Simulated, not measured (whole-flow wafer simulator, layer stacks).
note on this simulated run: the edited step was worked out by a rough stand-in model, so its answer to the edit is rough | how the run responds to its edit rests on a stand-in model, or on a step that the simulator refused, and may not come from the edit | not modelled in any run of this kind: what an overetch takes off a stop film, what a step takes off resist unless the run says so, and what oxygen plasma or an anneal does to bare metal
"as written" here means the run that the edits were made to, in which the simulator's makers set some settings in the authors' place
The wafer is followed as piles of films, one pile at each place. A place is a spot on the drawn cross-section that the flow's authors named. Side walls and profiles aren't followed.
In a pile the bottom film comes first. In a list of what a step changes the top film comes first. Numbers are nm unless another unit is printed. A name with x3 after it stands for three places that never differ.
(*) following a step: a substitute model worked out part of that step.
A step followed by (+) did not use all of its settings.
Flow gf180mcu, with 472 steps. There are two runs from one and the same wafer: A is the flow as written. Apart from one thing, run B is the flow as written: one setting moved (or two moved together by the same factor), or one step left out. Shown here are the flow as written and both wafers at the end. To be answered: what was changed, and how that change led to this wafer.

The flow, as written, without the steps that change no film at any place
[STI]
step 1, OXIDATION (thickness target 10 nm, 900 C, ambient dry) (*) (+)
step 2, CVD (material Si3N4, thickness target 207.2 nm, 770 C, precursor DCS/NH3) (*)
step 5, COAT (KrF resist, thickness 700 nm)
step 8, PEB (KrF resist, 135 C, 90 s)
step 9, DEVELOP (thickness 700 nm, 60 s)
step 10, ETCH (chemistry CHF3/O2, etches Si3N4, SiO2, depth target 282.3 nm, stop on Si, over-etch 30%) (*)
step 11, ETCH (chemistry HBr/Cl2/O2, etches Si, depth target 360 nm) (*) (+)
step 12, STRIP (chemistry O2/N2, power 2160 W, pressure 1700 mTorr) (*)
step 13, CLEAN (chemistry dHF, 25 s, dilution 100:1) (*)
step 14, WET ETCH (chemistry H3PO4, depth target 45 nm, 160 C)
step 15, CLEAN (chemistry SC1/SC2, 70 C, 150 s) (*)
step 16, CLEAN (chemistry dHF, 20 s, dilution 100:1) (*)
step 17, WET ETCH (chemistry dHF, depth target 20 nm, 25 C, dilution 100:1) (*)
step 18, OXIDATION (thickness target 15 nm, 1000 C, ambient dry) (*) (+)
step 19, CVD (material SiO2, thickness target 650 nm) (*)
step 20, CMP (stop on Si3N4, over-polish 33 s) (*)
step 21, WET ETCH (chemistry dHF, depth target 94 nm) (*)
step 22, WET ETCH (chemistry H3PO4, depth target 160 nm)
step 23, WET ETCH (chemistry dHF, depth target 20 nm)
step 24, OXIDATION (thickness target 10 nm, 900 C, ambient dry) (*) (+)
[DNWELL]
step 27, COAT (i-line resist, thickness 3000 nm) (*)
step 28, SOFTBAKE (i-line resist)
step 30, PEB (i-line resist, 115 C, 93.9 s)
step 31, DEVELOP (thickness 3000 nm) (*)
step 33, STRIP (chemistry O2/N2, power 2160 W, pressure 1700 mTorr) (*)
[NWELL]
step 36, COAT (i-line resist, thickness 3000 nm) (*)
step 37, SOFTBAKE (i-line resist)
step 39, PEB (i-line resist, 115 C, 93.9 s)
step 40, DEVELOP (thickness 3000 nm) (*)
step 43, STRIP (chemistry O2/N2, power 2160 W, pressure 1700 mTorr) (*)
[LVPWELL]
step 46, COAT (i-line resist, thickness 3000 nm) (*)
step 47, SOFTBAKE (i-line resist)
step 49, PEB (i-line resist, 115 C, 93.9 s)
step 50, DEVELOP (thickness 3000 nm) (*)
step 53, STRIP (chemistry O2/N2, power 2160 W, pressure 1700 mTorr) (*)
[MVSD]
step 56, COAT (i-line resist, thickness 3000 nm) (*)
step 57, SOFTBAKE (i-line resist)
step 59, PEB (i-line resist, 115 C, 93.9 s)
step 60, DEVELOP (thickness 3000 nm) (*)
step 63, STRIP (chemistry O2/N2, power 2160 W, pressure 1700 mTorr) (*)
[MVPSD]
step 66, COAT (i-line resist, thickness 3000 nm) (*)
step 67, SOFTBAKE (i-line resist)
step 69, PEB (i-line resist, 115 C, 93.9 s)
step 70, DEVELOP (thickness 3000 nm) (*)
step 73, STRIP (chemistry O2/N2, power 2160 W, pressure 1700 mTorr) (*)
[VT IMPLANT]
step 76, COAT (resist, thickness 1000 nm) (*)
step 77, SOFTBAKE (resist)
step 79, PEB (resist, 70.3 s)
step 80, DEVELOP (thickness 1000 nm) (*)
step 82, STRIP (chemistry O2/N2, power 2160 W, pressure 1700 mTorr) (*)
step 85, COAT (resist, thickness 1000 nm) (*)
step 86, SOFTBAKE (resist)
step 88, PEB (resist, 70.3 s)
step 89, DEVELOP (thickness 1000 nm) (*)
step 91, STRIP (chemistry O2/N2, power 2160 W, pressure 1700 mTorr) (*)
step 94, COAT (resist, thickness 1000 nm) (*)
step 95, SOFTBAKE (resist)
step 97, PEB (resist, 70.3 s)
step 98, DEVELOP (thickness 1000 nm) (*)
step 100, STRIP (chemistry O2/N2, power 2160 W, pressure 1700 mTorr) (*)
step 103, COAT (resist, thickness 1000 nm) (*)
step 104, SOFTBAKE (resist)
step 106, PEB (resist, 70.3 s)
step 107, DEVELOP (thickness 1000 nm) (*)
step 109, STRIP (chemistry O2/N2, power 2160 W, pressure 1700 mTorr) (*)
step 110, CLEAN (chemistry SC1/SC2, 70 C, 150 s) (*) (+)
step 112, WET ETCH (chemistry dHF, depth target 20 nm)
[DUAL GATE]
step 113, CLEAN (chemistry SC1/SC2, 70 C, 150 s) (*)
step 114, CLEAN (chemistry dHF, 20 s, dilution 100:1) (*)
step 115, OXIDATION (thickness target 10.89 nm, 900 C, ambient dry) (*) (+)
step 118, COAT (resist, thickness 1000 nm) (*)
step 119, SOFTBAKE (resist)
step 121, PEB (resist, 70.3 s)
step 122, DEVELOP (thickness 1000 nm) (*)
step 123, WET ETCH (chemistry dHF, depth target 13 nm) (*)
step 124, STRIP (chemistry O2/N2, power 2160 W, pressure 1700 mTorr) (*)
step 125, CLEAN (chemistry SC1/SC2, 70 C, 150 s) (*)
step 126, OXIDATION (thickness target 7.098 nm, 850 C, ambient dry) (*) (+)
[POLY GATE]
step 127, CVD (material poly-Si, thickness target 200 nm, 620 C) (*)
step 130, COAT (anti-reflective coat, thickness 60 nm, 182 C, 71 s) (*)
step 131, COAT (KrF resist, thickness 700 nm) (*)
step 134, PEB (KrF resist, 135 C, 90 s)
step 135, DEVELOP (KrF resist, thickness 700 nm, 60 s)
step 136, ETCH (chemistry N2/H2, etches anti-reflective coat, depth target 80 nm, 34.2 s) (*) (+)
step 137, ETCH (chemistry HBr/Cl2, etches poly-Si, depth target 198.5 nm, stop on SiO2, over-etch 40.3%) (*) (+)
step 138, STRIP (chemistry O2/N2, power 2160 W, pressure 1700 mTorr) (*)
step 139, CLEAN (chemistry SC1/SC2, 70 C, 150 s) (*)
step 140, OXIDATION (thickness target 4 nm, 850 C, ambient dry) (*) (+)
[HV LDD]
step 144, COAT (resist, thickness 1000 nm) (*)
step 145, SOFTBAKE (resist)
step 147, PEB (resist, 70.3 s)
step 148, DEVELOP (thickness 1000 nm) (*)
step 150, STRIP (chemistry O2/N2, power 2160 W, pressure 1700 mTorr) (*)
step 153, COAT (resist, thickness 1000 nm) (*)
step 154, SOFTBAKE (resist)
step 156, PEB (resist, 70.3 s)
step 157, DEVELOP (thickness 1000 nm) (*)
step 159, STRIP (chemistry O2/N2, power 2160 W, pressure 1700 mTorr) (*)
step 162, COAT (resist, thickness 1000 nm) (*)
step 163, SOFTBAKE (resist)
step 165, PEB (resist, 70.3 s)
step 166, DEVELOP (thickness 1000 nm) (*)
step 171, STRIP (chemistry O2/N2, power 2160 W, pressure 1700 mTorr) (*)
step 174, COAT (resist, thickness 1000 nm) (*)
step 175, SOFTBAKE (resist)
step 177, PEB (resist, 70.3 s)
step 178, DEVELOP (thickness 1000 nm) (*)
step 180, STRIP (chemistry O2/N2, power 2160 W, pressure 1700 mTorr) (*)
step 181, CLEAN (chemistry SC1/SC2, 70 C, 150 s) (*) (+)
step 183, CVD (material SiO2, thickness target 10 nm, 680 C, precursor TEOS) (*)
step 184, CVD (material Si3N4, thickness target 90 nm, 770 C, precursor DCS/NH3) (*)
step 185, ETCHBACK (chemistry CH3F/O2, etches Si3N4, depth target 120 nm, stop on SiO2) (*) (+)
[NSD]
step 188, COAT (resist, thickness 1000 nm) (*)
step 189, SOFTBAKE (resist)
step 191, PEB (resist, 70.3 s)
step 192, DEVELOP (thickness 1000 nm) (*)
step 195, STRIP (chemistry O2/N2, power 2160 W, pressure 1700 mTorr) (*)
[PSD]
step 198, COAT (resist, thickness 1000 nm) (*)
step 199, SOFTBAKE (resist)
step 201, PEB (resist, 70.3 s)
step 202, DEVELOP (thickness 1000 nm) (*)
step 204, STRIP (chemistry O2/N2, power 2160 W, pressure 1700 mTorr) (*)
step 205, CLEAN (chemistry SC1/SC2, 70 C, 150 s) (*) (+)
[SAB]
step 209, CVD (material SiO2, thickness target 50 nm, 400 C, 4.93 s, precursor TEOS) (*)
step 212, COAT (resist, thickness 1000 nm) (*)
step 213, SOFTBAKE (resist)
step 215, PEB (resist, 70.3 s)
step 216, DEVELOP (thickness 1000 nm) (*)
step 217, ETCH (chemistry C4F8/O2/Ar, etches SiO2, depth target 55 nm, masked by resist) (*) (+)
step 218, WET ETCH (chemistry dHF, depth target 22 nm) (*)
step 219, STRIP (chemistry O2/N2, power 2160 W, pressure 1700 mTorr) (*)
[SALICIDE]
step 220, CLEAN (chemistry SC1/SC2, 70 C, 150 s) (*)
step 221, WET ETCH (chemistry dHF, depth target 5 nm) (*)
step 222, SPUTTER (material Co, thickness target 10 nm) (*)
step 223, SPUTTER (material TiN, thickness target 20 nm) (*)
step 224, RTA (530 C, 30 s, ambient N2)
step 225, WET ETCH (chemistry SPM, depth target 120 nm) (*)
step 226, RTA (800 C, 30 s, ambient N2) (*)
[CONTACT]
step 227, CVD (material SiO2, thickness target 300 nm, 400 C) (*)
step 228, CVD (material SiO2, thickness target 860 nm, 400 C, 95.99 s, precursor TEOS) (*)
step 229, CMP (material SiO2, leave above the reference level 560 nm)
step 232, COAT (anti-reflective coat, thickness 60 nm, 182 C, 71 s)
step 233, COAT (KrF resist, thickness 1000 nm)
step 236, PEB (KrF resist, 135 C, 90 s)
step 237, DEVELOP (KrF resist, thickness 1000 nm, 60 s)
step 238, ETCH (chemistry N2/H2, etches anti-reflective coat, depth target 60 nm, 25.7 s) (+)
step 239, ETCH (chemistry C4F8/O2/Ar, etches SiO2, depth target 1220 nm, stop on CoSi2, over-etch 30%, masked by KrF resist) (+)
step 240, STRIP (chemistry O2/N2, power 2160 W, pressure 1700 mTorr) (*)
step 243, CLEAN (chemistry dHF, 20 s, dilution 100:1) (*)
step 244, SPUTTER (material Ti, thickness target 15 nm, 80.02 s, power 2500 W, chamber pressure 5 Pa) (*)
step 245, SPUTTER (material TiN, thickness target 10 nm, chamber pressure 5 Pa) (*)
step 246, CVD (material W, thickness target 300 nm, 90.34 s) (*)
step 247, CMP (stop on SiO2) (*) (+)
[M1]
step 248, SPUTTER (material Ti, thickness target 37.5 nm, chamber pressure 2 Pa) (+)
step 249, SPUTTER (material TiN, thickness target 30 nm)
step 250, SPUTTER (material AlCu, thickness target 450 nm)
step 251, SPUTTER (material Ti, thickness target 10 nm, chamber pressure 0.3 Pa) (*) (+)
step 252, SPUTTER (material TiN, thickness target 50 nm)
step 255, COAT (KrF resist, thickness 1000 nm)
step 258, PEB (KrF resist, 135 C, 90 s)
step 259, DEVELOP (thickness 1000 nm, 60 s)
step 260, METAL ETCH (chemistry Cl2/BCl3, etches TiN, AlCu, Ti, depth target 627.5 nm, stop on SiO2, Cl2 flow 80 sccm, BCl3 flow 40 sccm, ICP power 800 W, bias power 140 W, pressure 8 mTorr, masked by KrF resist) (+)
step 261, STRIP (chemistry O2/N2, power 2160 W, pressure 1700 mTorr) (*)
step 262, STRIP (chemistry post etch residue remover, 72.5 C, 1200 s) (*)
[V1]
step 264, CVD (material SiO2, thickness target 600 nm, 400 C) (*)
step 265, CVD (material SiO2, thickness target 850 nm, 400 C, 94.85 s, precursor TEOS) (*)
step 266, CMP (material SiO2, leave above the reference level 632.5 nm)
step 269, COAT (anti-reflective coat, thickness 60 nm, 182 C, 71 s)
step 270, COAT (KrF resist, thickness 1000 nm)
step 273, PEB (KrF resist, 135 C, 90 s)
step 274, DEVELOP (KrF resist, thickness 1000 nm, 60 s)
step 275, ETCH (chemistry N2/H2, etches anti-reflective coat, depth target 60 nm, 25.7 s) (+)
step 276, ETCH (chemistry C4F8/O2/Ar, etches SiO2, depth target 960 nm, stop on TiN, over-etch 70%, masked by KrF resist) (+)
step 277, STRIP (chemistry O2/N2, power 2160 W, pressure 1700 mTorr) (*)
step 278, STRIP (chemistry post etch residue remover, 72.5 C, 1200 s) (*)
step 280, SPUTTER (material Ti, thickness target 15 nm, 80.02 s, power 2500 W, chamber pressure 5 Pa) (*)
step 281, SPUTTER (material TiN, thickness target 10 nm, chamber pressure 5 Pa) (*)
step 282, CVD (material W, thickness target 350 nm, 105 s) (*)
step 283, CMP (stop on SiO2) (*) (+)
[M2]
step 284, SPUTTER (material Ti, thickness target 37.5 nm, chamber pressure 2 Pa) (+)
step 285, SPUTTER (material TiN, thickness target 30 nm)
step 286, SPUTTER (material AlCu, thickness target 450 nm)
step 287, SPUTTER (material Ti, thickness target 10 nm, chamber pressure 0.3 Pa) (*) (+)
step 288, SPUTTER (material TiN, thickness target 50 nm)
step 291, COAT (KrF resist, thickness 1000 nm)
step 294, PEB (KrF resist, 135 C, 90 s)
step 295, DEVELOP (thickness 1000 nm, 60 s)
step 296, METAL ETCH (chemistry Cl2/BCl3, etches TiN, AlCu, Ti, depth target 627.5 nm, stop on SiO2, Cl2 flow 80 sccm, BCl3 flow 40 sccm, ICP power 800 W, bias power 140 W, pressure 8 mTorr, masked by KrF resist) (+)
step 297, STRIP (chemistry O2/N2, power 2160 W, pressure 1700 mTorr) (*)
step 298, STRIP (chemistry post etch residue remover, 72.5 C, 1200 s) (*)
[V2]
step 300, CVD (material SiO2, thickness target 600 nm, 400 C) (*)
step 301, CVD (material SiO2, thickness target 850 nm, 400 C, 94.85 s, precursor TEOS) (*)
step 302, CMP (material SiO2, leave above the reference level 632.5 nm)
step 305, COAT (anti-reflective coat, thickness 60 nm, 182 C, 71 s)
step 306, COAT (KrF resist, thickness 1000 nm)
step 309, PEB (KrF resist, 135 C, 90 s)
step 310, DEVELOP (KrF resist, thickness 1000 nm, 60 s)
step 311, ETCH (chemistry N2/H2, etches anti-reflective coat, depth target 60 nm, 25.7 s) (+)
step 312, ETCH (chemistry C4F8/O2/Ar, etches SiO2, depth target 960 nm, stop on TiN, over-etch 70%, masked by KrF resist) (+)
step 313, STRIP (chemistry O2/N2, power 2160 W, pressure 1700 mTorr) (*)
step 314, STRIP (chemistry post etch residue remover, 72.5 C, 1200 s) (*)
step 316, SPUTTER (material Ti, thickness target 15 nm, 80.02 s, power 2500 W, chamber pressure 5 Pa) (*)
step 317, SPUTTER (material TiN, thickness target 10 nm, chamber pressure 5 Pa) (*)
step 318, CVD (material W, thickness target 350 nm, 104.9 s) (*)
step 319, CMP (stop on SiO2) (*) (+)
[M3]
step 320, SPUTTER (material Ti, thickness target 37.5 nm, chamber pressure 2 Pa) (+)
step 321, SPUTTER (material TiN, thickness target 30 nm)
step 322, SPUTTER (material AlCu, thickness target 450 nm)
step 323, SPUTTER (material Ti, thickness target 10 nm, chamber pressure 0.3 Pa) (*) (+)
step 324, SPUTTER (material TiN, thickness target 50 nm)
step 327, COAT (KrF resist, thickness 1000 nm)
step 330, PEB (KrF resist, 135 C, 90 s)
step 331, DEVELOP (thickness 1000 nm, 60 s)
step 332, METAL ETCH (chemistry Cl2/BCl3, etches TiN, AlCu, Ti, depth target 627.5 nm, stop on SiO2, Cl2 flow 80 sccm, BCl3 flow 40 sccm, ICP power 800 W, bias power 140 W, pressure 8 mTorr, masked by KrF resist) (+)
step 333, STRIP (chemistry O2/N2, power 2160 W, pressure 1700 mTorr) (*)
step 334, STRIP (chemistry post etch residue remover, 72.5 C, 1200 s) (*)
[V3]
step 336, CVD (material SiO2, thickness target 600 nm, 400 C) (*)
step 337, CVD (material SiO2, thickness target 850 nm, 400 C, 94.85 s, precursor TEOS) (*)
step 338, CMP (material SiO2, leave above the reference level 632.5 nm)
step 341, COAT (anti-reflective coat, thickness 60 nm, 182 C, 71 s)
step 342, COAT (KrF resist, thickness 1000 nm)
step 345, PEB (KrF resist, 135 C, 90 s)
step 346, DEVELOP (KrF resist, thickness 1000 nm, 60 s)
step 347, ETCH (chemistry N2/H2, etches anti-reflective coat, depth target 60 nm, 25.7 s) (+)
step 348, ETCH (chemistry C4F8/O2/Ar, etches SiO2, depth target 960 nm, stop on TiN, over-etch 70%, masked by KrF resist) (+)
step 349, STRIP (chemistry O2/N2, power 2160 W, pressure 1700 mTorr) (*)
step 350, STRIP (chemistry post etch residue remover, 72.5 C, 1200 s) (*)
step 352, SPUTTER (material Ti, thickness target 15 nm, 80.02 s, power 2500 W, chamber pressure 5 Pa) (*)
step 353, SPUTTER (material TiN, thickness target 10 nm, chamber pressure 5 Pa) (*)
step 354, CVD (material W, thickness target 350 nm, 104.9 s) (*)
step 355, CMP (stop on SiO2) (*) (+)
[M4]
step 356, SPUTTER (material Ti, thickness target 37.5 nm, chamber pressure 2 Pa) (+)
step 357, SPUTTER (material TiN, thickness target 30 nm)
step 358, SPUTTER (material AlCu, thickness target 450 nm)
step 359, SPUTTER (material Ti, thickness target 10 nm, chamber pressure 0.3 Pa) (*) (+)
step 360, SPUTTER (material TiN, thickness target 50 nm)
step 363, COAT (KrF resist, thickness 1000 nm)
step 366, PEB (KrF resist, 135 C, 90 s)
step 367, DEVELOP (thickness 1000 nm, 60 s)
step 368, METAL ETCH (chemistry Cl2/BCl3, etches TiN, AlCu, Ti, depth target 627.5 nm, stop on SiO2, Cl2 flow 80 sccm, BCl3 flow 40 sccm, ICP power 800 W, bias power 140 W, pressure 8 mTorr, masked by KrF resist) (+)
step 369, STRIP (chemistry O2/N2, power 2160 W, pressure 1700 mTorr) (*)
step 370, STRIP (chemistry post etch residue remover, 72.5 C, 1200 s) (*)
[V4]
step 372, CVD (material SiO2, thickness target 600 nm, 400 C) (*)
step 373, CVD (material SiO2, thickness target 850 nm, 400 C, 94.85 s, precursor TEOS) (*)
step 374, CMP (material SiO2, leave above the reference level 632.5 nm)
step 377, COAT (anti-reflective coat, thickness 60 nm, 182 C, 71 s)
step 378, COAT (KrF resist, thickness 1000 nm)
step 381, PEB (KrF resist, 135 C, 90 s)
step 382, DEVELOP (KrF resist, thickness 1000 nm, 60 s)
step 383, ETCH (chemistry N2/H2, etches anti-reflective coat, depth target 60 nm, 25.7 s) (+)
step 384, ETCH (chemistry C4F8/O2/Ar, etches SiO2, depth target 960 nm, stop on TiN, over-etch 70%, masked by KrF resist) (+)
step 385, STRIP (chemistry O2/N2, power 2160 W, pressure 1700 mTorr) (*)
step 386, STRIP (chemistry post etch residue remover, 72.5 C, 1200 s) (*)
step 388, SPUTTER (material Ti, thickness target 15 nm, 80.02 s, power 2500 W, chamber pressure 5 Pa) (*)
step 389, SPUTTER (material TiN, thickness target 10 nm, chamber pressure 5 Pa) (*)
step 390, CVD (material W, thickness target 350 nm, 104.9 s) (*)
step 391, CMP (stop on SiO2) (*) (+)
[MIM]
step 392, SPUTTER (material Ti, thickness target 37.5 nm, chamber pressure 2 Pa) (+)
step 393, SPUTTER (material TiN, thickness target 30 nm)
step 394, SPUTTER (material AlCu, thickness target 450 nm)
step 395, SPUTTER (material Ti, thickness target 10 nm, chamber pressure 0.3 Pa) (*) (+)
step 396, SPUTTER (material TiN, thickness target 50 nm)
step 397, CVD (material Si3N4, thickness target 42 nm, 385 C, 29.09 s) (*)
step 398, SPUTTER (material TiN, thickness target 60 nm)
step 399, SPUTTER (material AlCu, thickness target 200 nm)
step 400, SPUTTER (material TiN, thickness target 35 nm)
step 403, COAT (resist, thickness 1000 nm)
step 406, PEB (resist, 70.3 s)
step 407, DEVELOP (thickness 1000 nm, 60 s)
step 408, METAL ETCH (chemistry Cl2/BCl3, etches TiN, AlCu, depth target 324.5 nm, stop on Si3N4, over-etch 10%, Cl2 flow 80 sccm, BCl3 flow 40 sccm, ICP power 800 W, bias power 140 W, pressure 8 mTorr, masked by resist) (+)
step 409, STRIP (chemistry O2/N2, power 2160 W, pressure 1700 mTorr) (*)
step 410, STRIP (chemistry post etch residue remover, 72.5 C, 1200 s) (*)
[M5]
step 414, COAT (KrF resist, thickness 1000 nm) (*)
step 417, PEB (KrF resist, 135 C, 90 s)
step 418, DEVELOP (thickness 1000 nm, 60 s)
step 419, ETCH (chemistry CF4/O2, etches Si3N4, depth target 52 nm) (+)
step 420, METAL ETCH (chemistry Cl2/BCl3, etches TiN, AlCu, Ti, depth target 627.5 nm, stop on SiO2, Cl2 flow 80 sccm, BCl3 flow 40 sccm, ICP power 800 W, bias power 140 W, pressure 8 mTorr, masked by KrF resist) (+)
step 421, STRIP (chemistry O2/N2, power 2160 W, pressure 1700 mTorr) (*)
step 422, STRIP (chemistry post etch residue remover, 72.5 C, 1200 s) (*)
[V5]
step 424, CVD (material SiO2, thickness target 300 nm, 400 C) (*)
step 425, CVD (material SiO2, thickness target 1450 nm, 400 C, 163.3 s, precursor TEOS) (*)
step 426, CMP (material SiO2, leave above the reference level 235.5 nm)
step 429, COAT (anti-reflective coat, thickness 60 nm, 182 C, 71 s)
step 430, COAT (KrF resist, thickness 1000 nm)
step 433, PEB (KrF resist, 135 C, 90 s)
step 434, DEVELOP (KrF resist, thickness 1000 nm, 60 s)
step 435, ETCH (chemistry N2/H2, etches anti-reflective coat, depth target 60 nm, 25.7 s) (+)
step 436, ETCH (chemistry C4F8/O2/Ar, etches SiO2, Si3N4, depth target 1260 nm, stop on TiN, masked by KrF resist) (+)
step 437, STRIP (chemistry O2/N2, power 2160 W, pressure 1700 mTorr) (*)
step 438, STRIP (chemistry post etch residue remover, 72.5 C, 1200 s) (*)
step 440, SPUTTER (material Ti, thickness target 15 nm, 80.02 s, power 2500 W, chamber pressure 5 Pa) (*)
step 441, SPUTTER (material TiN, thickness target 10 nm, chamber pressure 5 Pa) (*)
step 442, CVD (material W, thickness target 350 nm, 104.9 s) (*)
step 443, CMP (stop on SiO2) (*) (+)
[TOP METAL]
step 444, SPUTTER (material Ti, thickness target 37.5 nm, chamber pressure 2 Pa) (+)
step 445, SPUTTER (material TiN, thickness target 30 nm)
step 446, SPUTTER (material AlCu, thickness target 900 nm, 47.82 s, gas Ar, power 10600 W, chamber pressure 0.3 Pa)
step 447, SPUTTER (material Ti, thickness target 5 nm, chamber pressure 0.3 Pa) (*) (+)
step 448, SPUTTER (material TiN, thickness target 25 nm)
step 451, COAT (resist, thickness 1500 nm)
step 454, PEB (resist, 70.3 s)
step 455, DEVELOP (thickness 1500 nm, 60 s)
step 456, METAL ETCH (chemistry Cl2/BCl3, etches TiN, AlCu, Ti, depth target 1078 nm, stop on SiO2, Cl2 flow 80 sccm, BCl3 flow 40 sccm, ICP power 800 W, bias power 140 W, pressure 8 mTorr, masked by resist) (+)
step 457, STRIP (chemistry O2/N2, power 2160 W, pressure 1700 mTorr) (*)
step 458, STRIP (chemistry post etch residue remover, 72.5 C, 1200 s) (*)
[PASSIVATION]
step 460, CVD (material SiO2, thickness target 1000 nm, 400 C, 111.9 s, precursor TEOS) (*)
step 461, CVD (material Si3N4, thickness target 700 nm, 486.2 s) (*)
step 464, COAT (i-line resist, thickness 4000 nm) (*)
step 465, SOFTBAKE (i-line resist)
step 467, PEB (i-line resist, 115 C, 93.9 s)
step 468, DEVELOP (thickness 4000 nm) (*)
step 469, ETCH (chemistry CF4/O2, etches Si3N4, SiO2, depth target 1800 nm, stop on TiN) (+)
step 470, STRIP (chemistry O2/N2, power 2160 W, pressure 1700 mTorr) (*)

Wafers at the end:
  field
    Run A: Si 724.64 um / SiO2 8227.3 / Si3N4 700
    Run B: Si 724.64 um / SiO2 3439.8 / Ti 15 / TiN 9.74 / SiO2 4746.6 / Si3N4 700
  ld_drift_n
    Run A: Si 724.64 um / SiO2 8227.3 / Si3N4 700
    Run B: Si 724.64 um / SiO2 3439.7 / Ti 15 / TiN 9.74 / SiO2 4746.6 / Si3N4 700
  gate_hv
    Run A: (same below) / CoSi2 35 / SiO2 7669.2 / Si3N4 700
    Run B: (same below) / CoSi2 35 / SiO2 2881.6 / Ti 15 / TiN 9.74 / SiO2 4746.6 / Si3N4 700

What caused this: step 301, CVD: thickness target 489 nm was run, while the flow as written has thickness target 850 nm; step 301, CVD: 54.54 s was run, where the flow has 94.85 s.

How this came from the change, step by step:
  step 301, CVD (material SiO2, thickness target 850 nm, 400 C, 94.85 s, precursor TEOS) (*)
      field, field__w1, field__w2 and 108 more: A SiO2 gains 850 | B SiO2 gains 496.5
  step 302, CMP (material SiO2, leave above the reference level 632.5 nm)
      field, field__w1, field__w2 and 103 more: A SiO2 loses 300 | B nothing
      field__w8, contact, m1, m1__w1, m1_nw: A SiO2 loses 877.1 | B SiO2 loses 523.6
  step 305, COAT (anti-reflective coat, thickness 60 nm, 182 C, 71 s)
      field: A anti-reflective coat gains 60 (new film) | B anti-reflective coat gains 81.2 (new film)
      field__w8: A anti-reflective coat gains 60 (new film) | B anti-reflective coat gains 30.7 (new film)
      (also at 11 further places)
  step 306, COAT (KrF resist, thickness 1000 nm)
      m1_nw: A KrF resist gains 1000 (new film) | B KrF resist gains 978.4 (new film)
  step 311, ETCH (chemistry N2/H2, etches anti-reflective coat, depth target 60 nm, 25.7 s) (+)
      contact: A anti-reflective coat loses 60 (all of it), SiO2 loses 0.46 | B anti-reflective coat loses 32.4 (all of it), SiO2 loses 1.17
  step 313, STRIP (chemistry O2/N2, power 2160 W, pressure 1700 mTorr) (*)
      field: A KrF resist loses 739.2 (all of it), anti-reflective coat loses 60 (all of it) | B KrF resist loses 728.9 (all of it), anti-reflective coat loses 81.2 (all of it)
      field__w8: A KrF resist loses 739.2 (all of it), anti-reflective coat loses 60 (all of it) | B KrF resist loses 733.6 (all of it), anti-reflective coat loses 30.7 (all of it)
      (also at 12 further places)
  step 318, CVD (material W, thickness target 350 nm, 104.9 s) (*)
      contact: A W gains 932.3 (new film) | B W gains 878.3 (new film)
  step 319, CMP (stop on SiO2) (*) (+)
      field, field__w1, field__w2 and 103 more: A W loses 350 (all of it), TiN loses 10 (all of it), Ti loses 15 (all of it), SiO2 loses 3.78 | B W loses 341.5
      field__w8, m1, m1__w1, m1_nw: A W loses 350 (all of it), TiN loses 10 (all of it), Ti loses 15 (all of it), SiO2 loses 3.78 | B W loses 350 (all of it), TiN loses 10 (all of it), Ti loses 15 (all of it), SiO2 loses 20
      (also at 1 further place)
  step 332, METAL ETCH (chemistry Cl2/BCl3, etches TiN, AlCu, Ti, depth target 627.5 nm, stop on SiO2, Cl2 flow 80 sccm, BCl3 flow 40 sccm, ICP power 800 W, bias power 140 W, pressure 8 mTorr, masked by KrF resist) (+)
      field, field__w1, field__w2 and 103 more: A TiN loses 50 (all of it), Ti loses 10 (all of it), AlCu loses 450 (all of it), TiN loses 30 (all of it), Ti loses 37.5 (all of it) | B TiN loses 50 (all of it), Ti loses 10 (all of it), AlCu loses 450 (all of it), TiN loses 30 (all of it), Ti loses 37.5 (all of it), W loses 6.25
  step 334, STRIP (chemistry post etch residue remover, 72.5 C, 1200 s) (*)
      field, field__w1, field__w2 and 103 more: A nothing | B W loses 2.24 (all of it), TiN loses 0.26
  step 336, CVD (material SiO2, thickness target 600 nm, 400 C) (*)
      field, field__w1, field__w2 and 103 more: A SiO2 gains 600 | B SiO2 gains 600 (new film)
  step 338, CMP (material SiO2, leave above the reference level 632.5 nm)
      field, field__w1, field__w2 and 103 more: A SiO2 loses 300 | B SiO2 loses 291.3
With metal films that touch counted as one body, field has 1 body; the flow as written gives 0 bodies.
With metal films that touch counted as one body, ld_drift_n has 1 body; the flow as written gives 0 bodies.
With metal films that touch counted as one body, gate_hv has 2 bodies (between them, from the top down: SiO2 2881.6); the flow as written gives 1 body.
